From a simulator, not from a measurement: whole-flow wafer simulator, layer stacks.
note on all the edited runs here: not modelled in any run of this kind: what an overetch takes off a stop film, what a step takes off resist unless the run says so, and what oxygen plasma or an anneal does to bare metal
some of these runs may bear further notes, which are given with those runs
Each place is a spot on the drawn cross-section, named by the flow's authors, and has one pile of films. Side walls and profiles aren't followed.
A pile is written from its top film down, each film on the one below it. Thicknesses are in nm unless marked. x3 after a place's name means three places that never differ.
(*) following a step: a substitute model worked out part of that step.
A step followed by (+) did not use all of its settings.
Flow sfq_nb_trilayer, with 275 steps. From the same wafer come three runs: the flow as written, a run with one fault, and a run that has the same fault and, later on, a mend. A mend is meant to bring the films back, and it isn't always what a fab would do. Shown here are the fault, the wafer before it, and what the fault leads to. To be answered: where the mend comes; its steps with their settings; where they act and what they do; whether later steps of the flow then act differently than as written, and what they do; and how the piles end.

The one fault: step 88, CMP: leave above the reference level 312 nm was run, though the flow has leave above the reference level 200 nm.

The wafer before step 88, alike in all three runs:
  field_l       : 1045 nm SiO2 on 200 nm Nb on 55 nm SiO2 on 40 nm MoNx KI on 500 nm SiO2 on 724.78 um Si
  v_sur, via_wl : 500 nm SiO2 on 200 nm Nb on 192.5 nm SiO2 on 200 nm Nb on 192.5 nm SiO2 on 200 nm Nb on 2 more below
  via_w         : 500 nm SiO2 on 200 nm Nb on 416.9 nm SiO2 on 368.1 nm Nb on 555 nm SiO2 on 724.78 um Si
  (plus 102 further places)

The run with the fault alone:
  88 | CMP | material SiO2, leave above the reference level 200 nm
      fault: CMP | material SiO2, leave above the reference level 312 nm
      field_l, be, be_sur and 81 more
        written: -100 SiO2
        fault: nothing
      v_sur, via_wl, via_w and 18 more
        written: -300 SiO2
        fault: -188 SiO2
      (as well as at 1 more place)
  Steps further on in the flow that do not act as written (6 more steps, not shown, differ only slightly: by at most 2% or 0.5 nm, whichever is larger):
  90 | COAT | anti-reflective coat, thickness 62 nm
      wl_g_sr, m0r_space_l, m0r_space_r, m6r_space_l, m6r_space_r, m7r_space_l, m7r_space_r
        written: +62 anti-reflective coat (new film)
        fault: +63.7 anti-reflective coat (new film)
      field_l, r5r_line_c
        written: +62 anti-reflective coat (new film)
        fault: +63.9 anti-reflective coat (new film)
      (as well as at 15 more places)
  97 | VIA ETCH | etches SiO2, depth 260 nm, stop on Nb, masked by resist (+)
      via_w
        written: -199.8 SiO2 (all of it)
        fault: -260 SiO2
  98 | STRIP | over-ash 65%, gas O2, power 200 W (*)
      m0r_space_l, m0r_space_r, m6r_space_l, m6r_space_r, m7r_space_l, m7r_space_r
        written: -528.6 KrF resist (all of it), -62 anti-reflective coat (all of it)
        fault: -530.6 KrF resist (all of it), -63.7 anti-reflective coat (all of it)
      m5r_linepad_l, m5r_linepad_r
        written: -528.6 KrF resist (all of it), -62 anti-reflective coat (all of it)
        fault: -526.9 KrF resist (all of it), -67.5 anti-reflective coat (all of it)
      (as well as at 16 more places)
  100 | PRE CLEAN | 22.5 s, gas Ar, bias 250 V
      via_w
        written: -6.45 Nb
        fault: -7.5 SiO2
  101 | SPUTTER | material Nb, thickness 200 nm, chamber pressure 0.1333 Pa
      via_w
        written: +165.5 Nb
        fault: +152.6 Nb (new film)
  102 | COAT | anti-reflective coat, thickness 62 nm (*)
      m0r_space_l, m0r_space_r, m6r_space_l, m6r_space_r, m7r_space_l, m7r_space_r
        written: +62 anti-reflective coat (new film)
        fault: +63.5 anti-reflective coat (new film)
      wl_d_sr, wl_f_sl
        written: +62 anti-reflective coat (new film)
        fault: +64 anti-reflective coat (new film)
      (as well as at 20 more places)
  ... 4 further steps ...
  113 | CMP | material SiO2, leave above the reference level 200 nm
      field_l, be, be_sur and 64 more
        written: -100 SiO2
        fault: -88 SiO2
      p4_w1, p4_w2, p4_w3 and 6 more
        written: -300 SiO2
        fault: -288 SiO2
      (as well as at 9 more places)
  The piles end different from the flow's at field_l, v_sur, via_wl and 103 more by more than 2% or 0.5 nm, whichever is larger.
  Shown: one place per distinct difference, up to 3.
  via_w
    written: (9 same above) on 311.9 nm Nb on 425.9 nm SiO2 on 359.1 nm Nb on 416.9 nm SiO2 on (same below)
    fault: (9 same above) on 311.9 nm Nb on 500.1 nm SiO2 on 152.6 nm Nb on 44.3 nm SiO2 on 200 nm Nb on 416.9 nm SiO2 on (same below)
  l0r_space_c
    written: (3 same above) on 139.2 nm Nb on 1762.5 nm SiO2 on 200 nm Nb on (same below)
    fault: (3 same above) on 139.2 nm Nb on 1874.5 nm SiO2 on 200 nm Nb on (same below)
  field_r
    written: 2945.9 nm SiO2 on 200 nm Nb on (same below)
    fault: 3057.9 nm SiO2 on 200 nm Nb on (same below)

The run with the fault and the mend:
  After step 89 comes the mend.
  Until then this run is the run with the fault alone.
  89a | CMP | material SiO2, leave above the reference level 200 nm (a further turn of the flow's step 88)
      field_l, be, be_sur and 81 more
        -100 SiO2
      v_sur, via_wl, via_w and 19 more
        -112 SiO2
  Later steps of the flow that are run all act as written at every place that is followed.
  By the end, the piles equal the flow's at every place that both follow.
